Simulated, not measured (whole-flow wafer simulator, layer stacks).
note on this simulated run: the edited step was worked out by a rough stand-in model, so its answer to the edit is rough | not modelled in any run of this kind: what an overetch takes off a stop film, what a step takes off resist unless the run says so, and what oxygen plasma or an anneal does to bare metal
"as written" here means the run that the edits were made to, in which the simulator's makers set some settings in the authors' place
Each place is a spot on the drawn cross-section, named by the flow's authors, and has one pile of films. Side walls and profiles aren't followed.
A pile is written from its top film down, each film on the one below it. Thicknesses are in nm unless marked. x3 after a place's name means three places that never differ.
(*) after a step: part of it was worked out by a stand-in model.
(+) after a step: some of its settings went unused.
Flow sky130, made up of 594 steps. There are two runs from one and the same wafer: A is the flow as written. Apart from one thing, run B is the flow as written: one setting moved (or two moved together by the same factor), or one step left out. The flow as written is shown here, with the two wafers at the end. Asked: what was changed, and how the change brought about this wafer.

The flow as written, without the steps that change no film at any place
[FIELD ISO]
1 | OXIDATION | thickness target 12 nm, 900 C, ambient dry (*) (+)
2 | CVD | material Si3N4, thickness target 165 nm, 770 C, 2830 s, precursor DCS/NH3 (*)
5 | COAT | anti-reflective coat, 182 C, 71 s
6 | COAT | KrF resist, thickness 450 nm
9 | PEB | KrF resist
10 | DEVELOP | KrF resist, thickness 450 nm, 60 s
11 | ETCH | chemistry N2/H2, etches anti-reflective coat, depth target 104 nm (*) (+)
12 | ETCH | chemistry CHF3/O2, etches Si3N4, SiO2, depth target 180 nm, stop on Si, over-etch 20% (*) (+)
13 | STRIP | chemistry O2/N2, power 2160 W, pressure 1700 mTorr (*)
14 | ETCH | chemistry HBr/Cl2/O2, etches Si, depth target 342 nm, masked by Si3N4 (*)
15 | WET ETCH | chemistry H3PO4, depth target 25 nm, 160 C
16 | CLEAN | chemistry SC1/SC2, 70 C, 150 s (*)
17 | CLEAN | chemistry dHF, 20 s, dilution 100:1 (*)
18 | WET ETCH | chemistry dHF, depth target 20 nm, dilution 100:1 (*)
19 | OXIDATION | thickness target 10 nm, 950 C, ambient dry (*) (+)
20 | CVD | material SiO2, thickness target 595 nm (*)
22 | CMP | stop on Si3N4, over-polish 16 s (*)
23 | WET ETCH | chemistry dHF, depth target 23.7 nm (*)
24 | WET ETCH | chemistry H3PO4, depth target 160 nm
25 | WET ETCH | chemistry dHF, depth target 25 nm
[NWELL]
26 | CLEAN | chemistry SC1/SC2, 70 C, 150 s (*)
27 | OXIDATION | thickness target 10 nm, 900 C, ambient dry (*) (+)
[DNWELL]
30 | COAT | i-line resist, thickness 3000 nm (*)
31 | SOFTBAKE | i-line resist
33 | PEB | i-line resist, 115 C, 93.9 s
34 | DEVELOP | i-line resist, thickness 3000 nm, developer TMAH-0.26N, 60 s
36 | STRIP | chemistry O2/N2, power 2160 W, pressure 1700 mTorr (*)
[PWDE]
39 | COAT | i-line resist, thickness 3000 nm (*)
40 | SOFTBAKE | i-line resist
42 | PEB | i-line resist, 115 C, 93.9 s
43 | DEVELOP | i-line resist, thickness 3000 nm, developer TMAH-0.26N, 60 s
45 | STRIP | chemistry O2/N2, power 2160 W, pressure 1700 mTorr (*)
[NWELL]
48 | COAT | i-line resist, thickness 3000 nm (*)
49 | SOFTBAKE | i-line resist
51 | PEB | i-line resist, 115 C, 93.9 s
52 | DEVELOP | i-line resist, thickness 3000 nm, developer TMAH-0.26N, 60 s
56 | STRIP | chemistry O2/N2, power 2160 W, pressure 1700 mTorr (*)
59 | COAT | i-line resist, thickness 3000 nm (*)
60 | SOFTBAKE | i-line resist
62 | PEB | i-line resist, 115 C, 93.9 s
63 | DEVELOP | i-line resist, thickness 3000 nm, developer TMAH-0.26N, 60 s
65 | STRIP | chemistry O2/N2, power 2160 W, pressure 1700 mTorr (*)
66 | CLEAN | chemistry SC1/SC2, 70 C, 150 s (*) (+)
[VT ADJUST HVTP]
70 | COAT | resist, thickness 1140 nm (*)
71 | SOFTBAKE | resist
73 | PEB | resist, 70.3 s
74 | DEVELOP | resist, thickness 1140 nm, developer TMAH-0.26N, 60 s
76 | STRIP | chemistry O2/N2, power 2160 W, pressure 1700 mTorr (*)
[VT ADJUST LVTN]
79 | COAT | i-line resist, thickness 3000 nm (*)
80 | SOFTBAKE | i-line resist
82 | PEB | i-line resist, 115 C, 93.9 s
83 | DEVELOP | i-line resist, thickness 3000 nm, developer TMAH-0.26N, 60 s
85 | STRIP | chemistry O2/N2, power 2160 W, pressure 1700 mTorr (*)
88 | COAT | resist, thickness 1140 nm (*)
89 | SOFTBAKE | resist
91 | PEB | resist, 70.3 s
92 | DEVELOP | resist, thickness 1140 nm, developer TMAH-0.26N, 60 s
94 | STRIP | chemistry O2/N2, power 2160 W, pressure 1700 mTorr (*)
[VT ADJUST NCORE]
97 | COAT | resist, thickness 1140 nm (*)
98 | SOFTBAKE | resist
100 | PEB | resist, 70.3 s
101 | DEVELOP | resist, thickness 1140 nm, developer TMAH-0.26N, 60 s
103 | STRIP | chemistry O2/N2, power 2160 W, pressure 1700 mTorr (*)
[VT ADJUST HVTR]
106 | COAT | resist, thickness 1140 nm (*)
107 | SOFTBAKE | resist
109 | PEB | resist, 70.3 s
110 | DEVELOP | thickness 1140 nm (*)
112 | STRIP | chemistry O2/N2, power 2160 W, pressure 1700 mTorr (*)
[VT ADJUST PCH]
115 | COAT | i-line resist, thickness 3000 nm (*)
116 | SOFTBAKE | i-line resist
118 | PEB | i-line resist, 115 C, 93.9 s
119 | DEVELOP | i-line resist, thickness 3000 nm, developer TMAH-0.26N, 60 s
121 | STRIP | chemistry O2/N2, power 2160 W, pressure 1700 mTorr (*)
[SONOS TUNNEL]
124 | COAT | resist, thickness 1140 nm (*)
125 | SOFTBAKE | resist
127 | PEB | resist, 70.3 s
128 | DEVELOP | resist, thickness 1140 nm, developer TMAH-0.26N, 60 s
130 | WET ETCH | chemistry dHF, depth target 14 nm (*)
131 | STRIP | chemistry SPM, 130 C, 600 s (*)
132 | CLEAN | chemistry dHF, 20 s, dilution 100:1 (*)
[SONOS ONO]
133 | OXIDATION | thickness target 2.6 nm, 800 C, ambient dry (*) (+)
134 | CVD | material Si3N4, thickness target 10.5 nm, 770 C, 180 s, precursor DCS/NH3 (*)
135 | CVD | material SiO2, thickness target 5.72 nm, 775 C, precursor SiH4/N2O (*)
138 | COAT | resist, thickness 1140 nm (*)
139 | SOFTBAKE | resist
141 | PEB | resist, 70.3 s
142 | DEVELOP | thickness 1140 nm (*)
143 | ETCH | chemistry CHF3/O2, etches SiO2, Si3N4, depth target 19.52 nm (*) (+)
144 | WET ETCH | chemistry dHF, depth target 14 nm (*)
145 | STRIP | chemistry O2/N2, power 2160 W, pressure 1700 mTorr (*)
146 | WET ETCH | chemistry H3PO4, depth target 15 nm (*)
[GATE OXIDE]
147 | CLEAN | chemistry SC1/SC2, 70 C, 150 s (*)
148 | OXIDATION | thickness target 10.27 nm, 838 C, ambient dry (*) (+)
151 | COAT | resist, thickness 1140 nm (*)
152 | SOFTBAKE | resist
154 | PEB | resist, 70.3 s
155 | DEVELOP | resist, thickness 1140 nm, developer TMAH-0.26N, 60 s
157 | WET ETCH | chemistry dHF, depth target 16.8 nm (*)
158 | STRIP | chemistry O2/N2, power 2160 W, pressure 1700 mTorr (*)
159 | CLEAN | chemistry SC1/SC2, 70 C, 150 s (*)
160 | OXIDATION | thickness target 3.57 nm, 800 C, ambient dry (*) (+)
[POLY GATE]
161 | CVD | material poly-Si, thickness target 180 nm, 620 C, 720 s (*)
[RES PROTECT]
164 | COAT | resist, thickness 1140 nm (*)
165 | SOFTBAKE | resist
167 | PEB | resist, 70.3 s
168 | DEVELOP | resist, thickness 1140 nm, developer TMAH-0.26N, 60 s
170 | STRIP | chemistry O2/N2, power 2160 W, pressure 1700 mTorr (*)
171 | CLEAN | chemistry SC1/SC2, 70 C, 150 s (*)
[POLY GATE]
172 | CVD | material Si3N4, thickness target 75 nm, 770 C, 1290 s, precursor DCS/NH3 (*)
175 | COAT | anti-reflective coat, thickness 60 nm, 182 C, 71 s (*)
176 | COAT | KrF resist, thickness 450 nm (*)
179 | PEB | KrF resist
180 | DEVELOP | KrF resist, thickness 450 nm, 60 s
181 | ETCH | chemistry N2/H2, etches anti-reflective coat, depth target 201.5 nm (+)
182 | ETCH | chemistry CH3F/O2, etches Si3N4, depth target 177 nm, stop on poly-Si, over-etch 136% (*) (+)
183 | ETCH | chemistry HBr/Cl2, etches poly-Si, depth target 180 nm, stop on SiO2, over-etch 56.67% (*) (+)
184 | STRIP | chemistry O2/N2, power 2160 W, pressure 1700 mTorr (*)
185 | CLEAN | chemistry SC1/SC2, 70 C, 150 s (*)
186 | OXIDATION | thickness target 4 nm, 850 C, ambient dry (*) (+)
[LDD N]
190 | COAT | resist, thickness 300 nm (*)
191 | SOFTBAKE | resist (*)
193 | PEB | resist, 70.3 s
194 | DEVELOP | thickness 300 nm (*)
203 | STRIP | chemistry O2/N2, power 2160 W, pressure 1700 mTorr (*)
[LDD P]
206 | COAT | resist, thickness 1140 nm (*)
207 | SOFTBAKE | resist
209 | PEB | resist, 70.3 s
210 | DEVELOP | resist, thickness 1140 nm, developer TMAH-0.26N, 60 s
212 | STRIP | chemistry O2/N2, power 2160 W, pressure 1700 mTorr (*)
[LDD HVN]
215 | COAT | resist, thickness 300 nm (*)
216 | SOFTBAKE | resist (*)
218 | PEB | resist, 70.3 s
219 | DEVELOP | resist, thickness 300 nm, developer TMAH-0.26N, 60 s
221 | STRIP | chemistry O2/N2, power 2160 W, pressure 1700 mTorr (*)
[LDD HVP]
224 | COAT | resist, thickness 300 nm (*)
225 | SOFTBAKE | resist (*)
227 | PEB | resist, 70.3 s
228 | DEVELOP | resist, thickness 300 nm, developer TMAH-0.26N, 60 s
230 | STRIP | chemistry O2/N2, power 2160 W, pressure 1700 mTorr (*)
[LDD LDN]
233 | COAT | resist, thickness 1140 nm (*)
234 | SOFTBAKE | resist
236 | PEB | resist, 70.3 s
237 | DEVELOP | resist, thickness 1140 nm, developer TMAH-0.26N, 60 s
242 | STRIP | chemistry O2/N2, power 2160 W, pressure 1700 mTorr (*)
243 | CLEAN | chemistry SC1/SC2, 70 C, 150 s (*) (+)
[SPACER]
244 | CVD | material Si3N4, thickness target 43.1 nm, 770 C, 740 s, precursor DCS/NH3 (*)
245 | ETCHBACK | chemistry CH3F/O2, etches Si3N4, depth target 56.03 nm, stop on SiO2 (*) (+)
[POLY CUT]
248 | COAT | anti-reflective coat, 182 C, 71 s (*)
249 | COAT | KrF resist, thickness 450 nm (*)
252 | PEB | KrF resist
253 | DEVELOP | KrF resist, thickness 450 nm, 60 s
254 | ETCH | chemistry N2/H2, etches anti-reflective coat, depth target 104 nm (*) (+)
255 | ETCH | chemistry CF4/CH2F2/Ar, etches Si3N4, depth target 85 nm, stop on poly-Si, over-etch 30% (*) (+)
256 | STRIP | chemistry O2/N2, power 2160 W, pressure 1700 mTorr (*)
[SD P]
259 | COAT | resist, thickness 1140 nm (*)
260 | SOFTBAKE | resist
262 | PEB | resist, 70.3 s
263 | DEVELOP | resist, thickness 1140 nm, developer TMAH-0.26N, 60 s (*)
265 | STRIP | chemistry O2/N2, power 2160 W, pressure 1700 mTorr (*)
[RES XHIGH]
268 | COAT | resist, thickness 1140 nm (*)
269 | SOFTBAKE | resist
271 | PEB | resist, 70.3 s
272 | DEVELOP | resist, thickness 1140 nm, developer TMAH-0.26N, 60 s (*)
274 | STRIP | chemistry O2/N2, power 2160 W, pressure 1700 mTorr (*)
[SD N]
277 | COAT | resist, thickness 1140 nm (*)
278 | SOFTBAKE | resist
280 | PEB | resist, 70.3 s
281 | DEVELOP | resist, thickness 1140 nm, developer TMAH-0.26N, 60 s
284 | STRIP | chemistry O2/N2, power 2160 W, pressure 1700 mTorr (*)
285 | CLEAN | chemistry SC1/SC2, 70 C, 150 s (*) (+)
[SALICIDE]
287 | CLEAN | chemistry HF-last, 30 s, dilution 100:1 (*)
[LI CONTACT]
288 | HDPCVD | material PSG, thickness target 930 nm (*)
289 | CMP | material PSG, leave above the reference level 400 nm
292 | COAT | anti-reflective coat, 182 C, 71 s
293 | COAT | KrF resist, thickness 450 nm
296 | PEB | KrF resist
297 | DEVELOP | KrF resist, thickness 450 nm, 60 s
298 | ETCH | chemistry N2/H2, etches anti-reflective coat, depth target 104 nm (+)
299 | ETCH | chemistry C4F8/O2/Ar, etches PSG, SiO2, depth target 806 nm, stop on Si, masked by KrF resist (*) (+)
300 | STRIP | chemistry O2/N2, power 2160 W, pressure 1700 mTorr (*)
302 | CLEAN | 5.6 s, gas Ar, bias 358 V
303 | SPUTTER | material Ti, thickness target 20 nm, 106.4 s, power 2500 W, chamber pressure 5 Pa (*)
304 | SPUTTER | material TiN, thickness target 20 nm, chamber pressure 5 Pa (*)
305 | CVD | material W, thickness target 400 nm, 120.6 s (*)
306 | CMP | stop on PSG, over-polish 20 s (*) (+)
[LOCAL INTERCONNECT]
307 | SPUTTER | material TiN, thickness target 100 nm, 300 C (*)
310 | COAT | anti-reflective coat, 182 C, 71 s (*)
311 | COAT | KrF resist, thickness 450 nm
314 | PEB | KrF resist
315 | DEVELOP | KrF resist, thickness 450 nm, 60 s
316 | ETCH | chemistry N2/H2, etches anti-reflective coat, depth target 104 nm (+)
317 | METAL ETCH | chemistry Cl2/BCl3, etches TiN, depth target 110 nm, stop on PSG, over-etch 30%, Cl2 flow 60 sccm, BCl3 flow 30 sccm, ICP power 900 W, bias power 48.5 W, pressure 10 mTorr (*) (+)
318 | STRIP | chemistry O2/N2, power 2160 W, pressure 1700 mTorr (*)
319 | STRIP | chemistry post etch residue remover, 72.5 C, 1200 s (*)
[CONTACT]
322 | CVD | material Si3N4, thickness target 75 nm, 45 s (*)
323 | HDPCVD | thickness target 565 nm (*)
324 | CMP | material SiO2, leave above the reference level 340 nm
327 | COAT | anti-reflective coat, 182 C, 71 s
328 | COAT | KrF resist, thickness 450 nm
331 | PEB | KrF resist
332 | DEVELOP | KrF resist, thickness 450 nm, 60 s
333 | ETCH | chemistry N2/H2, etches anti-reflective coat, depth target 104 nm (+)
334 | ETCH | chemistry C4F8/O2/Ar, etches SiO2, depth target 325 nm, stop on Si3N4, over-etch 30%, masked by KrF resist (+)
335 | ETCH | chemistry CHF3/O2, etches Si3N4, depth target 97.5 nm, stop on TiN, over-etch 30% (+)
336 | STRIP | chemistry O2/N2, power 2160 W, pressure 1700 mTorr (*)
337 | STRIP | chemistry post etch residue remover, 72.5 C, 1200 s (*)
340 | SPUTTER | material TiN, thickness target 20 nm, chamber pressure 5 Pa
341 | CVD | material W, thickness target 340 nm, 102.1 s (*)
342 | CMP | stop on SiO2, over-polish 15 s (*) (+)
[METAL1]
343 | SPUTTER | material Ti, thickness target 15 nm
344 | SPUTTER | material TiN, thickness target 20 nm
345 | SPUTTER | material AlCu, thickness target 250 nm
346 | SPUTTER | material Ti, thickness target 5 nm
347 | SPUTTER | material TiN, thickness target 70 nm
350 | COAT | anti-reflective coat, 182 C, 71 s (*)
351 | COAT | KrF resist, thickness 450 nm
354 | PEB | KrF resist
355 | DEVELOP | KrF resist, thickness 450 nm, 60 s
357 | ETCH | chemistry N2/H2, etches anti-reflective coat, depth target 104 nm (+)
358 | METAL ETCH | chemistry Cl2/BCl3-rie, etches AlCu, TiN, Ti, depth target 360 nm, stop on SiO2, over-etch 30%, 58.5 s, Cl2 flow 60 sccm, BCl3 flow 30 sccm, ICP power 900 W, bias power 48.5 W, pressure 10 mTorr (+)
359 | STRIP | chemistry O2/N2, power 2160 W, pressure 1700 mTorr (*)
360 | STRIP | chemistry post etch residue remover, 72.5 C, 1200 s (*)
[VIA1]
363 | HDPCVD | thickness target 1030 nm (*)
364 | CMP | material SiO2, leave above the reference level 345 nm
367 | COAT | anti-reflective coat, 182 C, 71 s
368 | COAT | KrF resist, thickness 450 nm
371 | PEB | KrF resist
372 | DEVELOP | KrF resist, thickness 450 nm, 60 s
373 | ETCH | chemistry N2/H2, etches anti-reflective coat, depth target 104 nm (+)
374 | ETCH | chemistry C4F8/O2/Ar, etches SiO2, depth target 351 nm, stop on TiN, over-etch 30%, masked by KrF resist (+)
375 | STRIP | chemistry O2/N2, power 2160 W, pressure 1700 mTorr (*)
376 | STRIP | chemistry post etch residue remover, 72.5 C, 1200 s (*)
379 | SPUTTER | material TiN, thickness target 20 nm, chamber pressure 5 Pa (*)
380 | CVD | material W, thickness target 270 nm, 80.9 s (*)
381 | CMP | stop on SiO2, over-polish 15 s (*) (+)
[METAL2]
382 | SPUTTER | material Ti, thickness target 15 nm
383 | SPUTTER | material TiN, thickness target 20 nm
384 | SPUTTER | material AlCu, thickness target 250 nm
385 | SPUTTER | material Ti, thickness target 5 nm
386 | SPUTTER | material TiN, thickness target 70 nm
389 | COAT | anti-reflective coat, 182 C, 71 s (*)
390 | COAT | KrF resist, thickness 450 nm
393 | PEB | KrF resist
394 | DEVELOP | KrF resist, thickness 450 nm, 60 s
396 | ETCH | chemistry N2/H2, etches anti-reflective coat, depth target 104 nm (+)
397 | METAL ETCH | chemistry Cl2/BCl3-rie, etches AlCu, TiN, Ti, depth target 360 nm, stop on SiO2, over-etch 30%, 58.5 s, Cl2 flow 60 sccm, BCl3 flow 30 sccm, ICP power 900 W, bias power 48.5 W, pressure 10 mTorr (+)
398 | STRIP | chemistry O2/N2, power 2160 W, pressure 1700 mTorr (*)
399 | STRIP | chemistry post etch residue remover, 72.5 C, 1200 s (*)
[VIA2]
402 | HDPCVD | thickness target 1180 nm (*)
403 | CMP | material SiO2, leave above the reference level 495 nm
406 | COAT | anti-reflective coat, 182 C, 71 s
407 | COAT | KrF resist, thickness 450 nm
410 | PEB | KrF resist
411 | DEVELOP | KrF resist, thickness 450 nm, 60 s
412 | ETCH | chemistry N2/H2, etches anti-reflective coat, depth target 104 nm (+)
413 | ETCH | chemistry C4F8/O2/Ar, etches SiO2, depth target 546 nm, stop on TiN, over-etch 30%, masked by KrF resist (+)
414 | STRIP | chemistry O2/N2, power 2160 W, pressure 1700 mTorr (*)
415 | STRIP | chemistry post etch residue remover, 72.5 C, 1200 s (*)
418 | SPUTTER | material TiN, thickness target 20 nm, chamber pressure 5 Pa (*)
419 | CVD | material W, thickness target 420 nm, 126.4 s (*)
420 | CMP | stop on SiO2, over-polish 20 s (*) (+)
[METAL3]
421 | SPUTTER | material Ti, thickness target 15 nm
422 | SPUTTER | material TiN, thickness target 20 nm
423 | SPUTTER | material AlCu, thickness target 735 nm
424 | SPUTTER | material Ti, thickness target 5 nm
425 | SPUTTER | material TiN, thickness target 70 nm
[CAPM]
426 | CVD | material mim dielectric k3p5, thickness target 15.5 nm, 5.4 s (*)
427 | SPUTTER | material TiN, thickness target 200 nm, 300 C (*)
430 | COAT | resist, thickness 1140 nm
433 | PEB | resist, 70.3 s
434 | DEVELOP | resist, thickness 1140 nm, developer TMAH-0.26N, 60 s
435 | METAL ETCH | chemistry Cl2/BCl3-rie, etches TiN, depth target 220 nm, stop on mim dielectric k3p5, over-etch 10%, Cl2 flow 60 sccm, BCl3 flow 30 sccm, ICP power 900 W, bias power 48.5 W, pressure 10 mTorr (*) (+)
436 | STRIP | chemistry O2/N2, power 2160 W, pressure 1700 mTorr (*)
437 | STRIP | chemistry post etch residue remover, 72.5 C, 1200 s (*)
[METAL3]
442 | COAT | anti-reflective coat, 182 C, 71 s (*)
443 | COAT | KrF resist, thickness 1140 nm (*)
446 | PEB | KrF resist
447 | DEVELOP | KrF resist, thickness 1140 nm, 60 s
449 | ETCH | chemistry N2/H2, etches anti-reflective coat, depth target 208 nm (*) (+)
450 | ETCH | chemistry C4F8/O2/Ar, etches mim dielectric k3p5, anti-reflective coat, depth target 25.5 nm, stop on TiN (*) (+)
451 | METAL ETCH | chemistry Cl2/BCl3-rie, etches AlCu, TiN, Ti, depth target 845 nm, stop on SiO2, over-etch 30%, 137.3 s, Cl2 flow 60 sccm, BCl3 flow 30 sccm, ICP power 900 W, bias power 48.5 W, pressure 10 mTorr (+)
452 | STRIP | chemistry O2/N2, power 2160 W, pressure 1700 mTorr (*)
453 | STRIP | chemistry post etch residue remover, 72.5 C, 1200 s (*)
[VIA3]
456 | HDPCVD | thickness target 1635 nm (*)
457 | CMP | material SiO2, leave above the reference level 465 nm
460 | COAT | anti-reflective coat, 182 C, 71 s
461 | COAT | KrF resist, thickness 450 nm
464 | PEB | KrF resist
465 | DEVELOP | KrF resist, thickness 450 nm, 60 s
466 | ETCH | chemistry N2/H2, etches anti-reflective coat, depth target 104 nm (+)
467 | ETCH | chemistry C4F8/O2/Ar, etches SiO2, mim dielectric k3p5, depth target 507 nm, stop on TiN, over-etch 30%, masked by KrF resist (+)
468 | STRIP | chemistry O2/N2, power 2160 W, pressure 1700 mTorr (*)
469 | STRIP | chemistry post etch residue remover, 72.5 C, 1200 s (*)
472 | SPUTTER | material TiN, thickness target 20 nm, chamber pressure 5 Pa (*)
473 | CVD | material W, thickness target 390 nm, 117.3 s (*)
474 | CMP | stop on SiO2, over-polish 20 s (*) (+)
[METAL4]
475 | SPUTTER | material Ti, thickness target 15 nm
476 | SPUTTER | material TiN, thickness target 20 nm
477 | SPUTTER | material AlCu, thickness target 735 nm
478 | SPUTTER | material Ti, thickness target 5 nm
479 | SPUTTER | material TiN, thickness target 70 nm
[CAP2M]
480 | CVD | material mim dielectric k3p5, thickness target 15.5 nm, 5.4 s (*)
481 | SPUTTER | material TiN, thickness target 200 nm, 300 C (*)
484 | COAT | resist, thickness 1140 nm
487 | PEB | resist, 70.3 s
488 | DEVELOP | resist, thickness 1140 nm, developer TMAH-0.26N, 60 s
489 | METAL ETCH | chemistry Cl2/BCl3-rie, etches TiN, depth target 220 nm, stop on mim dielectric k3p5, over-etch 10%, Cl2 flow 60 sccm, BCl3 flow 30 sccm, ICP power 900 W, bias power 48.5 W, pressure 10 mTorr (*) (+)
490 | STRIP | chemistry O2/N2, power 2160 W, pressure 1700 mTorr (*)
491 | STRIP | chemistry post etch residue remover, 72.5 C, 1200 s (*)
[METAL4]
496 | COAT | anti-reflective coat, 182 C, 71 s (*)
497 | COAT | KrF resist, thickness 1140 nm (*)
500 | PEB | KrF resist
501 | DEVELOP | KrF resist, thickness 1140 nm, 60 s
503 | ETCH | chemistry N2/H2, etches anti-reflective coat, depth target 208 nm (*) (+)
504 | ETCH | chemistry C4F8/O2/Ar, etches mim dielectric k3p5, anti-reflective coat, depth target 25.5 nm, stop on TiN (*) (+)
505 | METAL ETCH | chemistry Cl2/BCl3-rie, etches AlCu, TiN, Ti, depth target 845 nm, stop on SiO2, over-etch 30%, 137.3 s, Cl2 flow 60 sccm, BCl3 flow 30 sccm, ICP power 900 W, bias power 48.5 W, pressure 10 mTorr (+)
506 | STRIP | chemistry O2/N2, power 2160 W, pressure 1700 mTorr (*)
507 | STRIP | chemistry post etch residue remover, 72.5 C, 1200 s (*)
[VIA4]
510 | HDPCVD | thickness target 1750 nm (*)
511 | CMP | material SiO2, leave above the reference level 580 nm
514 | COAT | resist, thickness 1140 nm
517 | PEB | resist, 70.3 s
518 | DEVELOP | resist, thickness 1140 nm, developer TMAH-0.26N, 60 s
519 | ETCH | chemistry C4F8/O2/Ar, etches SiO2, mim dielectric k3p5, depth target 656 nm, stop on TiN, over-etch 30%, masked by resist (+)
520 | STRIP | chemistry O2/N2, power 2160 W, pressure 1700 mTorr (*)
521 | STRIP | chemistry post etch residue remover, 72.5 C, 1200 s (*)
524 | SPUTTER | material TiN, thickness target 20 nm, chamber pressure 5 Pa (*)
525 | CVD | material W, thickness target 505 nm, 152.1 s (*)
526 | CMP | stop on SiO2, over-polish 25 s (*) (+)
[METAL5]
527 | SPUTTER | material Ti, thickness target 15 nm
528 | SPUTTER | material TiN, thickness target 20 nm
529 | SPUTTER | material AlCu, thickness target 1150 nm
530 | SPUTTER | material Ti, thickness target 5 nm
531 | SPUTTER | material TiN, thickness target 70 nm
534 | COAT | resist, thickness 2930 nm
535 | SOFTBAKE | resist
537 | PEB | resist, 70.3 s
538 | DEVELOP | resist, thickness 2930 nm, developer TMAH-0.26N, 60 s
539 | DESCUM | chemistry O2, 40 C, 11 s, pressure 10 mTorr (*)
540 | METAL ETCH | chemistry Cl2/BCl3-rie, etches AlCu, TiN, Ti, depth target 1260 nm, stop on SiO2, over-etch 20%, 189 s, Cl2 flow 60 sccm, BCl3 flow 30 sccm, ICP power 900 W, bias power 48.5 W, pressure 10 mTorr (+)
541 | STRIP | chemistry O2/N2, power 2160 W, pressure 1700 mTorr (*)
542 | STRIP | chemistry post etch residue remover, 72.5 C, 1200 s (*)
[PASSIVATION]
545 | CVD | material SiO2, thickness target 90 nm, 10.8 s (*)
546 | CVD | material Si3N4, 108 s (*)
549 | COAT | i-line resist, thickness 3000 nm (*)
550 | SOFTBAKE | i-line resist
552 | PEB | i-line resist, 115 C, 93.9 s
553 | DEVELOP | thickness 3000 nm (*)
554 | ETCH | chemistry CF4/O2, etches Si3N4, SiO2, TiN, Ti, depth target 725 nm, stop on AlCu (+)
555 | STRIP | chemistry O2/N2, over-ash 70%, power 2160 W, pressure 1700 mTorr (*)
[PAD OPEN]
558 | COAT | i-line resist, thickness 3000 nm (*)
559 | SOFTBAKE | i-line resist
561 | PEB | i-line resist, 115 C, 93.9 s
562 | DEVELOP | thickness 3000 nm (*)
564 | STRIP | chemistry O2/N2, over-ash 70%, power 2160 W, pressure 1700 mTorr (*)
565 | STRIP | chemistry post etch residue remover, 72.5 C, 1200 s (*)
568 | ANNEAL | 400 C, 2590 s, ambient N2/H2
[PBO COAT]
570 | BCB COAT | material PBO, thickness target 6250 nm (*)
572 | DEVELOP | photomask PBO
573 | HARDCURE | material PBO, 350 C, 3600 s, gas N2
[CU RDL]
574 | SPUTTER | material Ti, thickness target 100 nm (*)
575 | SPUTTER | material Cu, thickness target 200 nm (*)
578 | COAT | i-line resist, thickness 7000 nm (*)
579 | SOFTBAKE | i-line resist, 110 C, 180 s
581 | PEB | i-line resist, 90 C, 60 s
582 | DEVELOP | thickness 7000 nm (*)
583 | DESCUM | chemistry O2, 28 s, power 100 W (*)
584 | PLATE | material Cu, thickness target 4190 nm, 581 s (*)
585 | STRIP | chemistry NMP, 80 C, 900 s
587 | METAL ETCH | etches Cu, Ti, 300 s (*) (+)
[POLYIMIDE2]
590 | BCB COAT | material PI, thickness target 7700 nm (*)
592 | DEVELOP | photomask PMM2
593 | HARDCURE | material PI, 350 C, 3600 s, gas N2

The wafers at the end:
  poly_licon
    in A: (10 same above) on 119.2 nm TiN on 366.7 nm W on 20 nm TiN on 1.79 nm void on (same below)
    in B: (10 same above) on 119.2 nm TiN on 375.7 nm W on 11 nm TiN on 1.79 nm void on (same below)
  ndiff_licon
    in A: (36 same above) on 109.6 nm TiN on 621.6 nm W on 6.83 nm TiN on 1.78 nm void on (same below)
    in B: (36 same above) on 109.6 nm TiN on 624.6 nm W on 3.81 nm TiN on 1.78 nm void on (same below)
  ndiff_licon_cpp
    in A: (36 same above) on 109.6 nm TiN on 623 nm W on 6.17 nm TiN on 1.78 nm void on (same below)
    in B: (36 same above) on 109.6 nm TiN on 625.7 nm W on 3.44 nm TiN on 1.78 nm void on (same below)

The reason: step 304, SPUTTER: thickness target 11 nm was run, though the flow has thickness target 20 nm.
One can read it off the wafer: poly_licon has TiN 11, and step 304 as written asks for 20 nm.

Step by step, how the change led to this:
  304 | SPUTTER | material TiN, thickness target 20 nm, chamber pressure 5 Pa (*)
      field, active, n_well and 185 more: A TiN gains 20 (new film) | B TiN gains 11 (new film)
      ndiff_licon: A TiN gains 6.83 (new film) | B TiN gains 3.81 (new film)
      (as well as at 2 more places)
  306 | CMP | stop on PSG, over-polish 20 s (*) (+)
      field, active, n_well and 184 more: A W loses 400 (all of it), TiN loses 20 (all of it), Ti loses 20 (all of it), PSG loses 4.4 | B W loses 400 (all of it), TiN loses 11 (all of it), Ti loses 20 (all of it), PSG loses 4.4
      ndiff_licon, ndiff_licon_cpp, rpo_hd_licon: A W loses 444.9 | B W loses 435.9
      (as well as at 1 more place)
